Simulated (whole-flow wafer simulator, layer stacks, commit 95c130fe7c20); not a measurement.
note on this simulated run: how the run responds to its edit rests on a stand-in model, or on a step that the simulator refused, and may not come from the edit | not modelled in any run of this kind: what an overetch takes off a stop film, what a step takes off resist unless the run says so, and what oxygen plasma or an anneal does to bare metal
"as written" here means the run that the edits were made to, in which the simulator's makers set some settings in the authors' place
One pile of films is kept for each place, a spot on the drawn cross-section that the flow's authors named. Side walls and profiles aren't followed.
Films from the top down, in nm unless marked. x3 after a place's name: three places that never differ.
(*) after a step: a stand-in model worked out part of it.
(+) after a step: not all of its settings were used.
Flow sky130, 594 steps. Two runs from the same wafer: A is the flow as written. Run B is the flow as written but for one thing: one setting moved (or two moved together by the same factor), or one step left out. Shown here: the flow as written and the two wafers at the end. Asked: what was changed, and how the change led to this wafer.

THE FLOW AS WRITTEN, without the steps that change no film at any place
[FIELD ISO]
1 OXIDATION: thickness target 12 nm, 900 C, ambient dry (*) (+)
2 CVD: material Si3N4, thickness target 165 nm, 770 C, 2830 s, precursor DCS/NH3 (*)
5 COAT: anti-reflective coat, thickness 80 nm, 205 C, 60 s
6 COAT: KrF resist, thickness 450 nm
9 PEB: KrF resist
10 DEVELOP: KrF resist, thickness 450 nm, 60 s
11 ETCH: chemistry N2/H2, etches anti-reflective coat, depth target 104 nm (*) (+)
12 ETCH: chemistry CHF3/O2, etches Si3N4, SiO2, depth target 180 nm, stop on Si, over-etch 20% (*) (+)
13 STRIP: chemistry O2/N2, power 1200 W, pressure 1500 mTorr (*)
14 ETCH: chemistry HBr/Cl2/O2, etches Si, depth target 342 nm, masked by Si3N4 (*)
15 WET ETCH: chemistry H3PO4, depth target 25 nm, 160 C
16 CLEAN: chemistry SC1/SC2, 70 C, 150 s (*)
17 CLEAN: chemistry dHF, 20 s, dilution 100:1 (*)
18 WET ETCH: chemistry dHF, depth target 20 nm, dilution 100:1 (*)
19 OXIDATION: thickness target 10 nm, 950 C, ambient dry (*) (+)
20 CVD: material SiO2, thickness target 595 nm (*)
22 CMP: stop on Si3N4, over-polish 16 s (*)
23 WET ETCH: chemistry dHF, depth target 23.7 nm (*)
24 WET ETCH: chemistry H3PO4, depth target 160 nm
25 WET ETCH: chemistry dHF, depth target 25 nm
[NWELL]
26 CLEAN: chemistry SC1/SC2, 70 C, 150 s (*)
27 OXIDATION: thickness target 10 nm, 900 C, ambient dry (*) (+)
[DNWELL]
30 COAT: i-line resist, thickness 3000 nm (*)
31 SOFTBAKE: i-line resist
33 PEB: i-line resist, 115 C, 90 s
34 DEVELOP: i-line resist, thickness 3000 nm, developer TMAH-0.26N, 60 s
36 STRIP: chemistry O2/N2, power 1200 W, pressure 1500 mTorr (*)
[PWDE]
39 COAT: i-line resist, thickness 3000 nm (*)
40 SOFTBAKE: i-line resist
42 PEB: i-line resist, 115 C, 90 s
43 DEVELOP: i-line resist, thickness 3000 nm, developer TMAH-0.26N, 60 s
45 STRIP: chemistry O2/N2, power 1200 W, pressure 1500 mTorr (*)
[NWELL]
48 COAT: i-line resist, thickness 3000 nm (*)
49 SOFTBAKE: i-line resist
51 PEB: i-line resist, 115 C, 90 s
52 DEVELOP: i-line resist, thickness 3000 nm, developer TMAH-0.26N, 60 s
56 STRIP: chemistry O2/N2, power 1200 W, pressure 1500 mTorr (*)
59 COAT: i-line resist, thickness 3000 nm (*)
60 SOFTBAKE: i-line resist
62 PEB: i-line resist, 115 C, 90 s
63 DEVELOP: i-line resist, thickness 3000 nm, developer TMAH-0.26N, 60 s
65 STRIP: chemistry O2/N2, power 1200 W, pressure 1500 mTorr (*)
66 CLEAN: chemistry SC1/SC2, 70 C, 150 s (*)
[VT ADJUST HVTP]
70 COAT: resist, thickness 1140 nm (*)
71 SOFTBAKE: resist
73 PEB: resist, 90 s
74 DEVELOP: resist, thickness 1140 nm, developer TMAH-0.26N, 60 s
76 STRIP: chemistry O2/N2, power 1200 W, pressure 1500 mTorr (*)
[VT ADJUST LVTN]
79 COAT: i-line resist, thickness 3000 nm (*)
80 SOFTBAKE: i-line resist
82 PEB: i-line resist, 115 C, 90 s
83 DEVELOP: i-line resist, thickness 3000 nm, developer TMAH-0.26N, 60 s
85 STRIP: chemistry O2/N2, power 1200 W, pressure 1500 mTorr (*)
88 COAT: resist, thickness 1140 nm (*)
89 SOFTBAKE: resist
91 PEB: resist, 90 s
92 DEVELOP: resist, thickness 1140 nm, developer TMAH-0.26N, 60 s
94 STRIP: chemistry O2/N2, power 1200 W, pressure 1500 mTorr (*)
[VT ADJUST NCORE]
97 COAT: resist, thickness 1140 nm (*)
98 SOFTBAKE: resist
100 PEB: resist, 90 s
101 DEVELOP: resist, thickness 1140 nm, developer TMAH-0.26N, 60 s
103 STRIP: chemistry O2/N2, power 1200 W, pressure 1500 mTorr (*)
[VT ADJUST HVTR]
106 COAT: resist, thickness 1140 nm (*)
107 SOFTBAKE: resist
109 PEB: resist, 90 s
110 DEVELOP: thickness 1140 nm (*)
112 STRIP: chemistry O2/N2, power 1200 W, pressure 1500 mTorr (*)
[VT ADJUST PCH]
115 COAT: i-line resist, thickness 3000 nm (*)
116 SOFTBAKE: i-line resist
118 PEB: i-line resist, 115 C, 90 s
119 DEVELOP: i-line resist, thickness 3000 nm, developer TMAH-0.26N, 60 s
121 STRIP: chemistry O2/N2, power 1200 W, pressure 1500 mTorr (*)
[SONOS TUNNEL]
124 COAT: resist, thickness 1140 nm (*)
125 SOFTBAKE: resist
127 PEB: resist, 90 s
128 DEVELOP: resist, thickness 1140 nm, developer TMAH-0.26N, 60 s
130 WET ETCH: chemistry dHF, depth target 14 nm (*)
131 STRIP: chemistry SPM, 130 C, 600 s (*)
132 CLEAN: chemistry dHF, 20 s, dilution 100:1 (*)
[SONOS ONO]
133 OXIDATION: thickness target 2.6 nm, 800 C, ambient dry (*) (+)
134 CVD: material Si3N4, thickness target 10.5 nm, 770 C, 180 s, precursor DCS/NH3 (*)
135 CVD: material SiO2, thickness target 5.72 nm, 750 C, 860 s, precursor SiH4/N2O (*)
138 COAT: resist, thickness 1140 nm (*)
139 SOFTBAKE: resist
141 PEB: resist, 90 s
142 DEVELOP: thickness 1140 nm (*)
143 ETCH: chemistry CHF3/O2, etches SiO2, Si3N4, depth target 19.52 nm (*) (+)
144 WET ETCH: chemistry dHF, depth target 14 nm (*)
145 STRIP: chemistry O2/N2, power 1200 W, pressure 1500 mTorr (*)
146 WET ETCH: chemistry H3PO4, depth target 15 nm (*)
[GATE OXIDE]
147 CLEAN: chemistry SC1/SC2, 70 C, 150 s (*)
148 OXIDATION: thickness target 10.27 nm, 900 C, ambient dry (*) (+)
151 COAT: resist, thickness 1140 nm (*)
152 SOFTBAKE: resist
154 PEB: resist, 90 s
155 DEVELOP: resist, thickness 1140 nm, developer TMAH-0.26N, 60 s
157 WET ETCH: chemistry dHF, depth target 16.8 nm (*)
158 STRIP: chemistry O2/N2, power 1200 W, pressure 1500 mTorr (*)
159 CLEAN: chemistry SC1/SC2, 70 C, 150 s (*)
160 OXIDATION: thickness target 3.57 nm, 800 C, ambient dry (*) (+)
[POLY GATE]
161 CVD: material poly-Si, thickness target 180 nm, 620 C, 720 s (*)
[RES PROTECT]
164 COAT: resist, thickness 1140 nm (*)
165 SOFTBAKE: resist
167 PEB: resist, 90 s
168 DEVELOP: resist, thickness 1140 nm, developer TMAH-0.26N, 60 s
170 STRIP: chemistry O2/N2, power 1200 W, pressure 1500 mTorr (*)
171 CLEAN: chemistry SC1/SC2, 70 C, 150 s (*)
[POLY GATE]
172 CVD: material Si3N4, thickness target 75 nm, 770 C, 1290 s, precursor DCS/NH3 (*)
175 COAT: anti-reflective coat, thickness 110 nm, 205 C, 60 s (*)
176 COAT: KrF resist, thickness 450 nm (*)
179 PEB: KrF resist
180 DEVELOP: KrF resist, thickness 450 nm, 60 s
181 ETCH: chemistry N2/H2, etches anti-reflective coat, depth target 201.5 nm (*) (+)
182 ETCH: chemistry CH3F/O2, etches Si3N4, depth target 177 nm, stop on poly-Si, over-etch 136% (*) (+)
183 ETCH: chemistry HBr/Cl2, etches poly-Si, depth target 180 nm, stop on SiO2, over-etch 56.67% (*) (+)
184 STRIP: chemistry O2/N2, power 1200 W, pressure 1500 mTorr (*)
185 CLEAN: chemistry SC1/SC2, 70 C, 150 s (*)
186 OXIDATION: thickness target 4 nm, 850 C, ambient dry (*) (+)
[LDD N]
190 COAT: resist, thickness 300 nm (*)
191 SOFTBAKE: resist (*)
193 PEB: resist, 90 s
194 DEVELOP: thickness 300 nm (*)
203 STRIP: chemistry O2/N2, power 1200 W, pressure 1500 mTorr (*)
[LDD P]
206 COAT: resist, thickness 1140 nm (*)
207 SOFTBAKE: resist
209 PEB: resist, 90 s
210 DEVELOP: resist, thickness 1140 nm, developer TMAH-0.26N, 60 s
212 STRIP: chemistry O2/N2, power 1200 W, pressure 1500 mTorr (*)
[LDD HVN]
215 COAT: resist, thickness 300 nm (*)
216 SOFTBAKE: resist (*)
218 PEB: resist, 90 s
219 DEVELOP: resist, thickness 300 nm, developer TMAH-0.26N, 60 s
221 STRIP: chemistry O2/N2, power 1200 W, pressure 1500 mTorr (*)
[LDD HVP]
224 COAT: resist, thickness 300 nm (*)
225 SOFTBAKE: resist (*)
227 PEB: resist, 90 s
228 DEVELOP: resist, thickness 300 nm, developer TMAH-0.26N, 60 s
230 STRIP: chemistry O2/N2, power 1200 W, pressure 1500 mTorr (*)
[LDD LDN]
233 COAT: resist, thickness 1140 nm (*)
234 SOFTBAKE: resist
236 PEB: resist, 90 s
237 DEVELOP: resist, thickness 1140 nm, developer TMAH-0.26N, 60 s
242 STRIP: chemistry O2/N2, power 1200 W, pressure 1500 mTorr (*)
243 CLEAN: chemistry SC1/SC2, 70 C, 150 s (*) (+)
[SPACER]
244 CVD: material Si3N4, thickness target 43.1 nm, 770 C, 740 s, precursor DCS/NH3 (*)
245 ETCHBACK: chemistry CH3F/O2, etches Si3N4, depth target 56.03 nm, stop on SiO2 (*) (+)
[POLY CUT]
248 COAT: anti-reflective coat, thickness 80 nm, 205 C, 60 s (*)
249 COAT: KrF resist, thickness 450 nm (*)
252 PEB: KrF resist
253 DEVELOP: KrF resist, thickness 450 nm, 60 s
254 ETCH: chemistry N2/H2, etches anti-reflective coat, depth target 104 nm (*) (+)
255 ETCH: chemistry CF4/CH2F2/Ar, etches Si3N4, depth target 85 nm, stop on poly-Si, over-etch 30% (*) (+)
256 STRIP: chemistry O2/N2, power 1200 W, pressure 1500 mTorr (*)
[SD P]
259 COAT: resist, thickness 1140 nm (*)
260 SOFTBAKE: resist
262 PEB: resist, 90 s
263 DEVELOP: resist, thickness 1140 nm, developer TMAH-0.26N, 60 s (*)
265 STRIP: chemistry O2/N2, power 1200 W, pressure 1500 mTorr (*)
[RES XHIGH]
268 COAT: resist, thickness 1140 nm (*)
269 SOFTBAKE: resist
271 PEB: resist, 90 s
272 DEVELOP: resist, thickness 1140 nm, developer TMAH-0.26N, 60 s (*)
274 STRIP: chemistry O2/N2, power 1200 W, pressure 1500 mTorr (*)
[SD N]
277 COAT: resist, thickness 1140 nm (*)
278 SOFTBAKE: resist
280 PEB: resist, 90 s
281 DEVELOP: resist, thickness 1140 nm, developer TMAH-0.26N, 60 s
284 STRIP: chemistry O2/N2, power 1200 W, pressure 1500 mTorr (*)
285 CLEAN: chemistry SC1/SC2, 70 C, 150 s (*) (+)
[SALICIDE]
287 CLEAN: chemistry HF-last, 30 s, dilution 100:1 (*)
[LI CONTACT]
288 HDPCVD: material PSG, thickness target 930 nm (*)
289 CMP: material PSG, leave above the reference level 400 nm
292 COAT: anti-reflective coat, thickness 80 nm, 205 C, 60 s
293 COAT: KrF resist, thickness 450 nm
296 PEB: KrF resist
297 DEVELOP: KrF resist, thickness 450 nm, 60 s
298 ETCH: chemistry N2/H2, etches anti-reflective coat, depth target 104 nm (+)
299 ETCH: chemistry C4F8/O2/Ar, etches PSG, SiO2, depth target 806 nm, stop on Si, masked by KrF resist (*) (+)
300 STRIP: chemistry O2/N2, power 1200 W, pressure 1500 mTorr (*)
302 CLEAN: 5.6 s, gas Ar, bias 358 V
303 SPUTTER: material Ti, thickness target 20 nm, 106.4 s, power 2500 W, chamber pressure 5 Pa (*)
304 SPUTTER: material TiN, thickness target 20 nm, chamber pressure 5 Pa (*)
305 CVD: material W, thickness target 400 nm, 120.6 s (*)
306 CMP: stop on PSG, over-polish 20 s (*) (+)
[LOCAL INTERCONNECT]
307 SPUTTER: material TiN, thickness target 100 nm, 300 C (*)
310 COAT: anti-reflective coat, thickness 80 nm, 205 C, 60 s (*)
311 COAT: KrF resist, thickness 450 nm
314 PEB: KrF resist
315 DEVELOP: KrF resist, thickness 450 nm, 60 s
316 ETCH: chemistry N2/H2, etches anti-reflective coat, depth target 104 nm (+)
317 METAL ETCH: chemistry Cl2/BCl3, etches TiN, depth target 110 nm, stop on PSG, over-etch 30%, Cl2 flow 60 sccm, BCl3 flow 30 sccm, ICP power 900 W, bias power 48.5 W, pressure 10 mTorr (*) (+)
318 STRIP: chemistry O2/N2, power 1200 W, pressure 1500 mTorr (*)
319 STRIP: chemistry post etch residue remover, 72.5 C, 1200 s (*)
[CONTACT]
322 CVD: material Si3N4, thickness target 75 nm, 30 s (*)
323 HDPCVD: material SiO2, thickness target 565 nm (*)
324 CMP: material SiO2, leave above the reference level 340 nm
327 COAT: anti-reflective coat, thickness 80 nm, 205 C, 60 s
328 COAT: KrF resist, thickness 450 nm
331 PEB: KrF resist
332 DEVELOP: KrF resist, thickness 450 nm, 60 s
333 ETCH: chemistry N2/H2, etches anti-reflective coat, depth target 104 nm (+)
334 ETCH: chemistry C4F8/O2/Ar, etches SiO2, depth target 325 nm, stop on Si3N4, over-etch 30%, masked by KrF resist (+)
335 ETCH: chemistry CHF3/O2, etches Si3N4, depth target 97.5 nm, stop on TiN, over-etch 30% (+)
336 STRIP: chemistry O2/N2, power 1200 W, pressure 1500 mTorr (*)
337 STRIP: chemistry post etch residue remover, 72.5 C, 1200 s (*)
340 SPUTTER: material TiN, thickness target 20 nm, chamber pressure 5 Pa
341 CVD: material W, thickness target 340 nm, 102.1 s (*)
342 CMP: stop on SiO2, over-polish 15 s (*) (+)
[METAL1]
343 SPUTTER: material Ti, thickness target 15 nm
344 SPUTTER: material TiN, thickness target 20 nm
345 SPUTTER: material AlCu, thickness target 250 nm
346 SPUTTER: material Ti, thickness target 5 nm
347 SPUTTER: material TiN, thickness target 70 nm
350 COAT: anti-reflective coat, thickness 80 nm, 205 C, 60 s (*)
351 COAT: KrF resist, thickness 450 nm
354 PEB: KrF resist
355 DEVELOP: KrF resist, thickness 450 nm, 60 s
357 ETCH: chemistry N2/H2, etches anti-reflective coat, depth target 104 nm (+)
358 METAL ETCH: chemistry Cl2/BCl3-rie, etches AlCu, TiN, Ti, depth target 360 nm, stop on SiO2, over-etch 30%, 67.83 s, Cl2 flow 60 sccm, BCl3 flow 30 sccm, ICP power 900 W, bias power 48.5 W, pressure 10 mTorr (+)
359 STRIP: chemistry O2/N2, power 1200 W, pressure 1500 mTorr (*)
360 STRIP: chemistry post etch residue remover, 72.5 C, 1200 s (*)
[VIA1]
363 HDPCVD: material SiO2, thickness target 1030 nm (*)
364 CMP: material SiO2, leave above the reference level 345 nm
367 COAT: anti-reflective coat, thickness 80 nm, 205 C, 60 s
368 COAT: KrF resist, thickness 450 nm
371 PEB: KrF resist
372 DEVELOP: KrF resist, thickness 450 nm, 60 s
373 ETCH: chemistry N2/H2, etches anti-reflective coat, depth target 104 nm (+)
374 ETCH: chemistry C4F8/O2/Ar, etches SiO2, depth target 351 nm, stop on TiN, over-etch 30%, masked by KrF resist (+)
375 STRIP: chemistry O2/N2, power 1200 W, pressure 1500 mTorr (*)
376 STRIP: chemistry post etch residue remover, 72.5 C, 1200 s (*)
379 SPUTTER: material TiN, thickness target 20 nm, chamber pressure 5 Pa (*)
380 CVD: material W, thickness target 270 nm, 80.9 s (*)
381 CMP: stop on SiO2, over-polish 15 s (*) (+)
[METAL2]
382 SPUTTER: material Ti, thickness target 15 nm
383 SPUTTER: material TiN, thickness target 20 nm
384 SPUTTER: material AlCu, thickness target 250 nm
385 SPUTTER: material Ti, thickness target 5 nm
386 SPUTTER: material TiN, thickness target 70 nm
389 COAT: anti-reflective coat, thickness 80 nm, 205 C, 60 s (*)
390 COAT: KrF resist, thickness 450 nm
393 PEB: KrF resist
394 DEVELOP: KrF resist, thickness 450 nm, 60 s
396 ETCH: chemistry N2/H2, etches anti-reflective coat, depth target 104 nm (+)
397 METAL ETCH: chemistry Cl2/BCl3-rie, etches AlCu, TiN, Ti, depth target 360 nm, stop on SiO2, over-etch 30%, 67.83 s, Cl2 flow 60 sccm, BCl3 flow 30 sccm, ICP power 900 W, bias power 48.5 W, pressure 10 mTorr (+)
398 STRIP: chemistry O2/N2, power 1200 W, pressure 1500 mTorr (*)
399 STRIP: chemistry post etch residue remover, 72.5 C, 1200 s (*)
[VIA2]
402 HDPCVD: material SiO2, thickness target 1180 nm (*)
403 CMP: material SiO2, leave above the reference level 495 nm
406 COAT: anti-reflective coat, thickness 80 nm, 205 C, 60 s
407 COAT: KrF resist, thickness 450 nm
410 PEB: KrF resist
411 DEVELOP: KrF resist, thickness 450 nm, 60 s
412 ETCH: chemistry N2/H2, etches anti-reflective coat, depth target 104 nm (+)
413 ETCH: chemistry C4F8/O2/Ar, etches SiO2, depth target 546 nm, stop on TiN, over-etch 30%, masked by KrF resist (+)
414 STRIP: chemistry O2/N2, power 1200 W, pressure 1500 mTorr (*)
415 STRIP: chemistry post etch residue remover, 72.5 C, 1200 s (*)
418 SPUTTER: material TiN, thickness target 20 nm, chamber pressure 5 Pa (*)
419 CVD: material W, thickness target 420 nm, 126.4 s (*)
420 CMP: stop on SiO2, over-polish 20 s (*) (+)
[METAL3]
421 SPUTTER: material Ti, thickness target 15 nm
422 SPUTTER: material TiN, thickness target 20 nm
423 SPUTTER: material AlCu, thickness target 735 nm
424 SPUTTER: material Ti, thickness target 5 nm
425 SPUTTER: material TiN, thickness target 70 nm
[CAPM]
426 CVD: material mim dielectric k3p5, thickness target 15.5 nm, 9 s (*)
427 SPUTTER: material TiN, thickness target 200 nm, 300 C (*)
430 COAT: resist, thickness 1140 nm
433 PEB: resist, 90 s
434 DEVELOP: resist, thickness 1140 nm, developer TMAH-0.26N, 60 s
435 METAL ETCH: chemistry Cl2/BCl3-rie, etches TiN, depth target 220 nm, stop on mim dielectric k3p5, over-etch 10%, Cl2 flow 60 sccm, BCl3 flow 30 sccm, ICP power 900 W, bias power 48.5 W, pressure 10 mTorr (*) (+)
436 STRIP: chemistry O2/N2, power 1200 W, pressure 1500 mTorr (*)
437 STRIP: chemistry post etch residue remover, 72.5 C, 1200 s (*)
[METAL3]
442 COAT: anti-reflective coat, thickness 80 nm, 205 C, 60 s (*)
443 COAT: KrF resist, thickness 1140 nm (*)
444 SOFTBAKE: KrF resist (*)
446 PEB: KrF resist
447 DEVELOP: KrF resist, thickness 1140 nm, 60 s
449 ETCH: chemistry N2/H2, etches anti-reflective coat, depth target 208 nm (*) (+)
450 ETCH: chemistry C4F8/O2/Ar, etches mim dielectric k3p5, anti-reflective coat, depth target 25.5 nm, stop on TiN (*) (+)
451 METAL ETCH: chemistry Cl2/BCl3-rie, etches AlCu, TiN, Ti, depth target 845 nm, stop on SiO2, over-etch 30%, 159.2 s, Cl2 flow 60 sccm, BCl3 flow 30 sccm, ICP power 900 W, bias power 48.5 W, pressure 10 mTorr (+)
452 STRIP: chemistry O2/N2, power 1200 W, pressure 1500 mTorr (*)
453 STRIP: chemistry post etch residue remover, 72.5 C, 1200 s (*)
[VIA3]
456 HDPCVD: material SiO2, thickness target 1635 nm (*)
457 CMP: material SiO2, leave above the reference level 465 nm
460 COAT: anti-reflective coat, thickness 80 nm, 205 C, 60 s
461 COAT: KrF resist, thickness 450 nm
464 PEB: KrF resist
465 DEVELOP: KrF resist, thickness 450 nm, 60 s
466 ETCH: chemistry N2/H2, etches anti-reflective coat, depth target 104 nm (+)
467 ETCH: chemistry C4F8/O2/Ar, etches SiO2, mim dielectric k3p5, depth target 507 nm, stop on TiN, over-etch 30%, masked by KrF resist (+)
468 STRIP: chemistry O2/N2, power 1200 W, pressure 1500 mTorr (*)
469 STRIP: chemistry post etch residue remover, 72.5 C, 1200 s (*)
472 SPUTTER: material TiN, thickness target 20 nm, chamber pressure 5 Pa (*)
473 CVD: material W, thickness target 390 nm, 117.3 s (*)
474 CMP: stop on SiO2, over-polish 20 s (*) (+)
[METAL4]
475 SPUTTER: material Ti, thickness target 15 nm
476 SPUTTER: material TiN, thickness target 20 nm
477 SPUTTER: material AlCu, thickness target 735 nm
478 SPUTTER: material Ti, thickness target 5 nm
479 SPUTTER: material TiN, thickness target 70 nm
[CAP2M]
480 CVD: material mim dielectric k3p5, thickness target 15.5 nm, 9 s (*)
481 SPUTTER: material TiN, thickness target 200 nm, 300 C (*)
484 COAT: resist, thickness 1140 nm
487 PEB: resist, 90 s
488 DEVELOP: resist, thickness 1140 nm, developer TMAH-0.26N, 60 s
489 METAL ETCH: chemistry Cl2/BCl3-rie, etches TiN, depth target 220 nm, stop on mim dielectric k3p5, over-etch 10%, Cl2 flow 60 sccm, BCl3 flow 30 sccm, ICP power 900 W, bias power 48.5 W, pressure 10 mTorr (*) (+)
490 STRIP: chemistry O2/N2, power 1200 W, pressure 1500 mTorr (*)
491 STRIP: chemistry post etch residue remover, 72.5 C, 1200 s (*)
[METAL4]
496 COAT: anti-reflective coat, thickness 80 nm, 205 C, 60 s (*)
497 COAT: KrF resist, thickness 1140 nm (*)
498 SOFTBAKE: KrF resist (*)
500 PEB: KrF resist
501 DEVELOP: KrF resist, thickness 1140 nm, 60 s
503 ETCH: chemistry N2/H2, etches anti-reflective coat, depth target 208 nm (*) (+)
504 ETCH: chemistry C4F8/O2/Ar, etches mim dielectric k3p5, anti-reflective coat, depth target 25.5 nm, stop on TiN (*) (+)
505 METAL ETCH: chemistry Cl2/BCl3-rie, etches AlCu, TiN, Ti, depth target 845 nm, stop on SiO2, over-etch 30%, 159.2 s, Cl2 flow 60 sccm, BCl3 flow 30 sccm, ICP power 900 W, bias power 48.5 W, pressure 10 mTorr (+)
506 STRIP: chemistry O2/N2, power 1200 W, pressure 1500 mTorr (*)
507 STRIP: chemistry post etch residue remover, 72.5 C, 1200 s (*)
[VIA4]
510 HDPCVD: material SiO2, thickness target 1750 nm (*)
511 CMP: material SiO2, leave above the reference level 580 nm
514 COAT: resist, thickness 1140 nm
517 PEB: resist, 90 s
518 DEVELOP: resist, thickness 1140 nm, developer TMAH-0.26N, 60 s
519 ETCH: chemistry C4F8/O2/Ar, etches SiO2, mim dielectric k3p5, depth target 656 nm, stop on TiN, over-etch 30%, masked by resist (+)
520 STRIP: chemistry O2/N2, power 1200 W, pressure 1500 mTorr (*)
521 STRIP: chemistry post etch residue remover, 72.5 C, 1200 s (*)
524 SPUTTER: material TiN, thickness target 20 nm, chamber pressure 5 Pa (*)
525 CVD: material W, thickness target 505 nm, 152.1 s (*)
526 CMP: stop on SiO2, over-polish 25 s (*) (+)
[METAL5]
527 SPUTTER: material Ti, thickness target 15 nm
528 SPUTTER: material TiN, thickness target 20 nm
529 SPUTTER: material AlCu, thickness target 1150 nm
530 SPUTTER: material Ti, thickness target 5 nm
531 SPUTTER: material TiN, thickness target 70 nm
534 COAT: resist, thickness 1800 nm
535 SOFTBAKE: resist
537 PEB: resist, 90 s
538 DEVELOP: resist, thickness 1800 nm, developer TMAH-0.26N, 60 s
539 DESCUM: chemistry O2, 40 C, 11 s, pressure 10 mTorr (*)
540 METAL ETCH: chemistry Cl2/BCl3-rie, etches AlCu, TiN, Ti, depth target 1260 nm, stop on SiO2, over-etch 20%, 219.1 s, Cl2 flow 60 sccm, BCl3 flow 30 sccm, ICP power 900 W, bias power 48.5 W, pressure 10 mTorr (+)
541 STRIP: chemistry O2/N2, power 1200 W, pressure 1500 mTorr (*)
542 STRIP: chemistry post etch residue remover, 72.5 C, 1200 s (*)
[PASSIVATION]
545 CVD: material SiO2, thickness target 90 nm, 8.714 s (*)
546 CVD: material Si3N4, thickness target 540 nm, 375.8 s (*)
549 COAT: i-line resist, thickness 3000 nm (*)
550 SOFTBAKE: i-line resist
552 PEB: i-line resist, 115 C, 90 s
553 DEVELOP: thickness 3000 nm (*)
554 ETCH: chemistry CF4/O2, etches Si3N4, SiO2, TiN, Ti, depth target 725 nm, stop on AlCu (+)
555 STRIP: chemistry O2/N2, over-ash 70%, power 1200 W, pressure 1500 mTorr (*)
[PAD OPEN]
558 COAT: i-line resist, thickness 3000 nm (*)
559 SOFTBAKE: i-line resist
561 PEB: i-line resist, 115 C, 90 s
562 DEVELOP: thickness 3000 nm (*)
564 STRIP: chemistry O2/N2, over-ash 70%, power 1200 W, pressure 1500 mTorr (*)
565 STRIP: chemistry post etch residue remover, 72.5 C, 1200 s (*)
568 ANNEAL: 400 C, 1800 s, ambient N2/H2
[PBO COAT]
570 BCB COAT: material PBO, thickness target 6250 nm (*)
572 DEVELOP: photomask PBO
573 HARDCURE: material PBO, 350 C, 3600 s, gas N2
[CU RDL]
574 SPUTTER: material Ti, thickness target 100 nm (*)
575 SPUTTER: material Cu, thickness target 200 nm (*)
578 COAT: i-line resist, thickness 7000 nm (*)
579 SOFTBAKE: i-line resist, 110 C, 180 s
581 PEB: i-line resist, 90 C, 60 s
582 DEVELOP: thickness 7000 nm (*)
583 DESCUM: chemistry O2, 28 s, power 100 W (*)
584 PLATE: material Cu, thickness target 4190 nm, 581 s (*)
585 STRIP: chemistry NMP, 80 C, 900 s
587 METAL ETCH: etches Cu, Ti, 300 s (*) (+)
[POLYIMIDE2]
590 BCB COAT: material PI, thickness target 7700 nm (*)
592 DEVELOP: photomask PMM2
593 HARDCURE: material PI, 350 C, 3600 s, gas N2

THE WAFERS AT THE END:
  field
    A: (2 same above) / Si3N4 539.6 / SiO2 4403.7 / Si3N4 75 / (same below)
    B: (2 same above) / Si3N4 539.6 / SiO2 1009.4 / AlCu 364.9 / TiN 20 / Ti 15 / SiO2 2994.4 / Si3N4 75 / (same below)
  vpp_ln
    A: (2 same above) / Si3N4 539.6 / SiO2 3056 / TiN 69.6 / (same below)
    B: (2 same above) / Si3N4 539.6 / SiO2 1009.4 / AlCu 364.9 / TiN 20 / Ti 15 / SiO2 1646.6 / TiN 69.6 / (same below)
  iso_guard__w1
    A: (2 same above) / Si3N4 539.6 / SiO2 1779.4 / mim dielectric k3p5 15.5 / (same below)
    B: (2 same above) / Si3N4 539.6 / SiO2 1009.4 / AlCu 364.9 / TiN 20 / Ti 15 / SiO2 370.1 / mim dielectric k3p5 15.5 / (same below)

The cause: step 505, METAL ETCH: depth target 338 nm was run, where the flow has depth target 845 nm.

How the change led to this, step by step:
  505 METAL ETCH: chemistry Cl2/BCl3-rie, etches AlCu, TiN, Ti, depth target 845 nm, stop on SiO2, over-etch 30%, 159.2 s, Cl2 flow 60 sccm, BCl3 flow 30 sccm, ICP power 900 W, bias power 48.5 W, pressure 10 mTorr (+)
      field, active, gate and 70 more: A TiN -70 (all of it), Ti -5 (all of it), AlCu -735 (all of it), TiN -20 (all of it), Ti -15 (all of it), SiO2 -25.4 | B TiN -70 (all of it), Ti -5 (all of it), AlCu -364.4
      vpp_iso1, mim_edge_plate, m1_ln and 12 more: A TiN -70 (all of it), Ti -5 (all of it), AlCu -735 (all of it), TiN -20 (all of it), Ti -15 (all of it), SiO2 -25.3 | B TiN -70 (all of it), Ti -5 (all of it), AlCu -364.4
      (and at 105 more places)
  506 STRIP: chemistry O2/N2, power 1200 W, pressure 1500 mTorr (*)
      gate_hv, mim, dice_street and 74 more: A KrF resist -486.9 (all of it), anti-reflective coat -80 (all of it) | B KrF resist -816.5 (all of it), anti-reflective coat -80 (all of it)
      n_well, p_well, sd_n, sd_p, pad, mim_edge_plate_strap, mim_edge_gap_sheet: A KrF resist -486.9 (all of it), anti-reflective coat -80 (all of it) | B KrF resist -816.4 (all of it), anti-reflective coat -80 (all of it)
      (and at 21 more places)
  507 STRIP: chemistry post etch residue remover, 72.5 C, 1200 s (*)
      field, active, gate and 85 more: A nothing | B AlCu -5.72
  510 HDPCVD: material SiO2, thickness target 1750 nm (*)
      field, active, gate and 85 more: A SiO2 +1750 | B SiO2 +1750 (new film)
  511 CMP: material SiO2, leave above the reference level 580 nm
      field, active, gate and 76 more: A SiO2 -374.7 | B SiO2 -799.9
      iso_guard__w1, mim_edge_gap, vpp_l1ln and 6 more: A SiO2 -374.6 | B SiO2 -799.9
Counting metal films that touch as one body, field has 1 body; the flow as written gives 0 bodies.
Counting metal films that touch as one body, vpp_ln has 3 bodies (between them, from the top down: SiO2 1646.6; SiO2 267.2); the flow as written gives 2 bodies (between them, from the top down: SiO2 267.2).
Counting metal films that touch as one body, iso_guard__w1 has 2 bodies (between them, from the top down: SiO2 370.1 / mim dielectric k3p5 15.5); the flow as written gives 1 body.
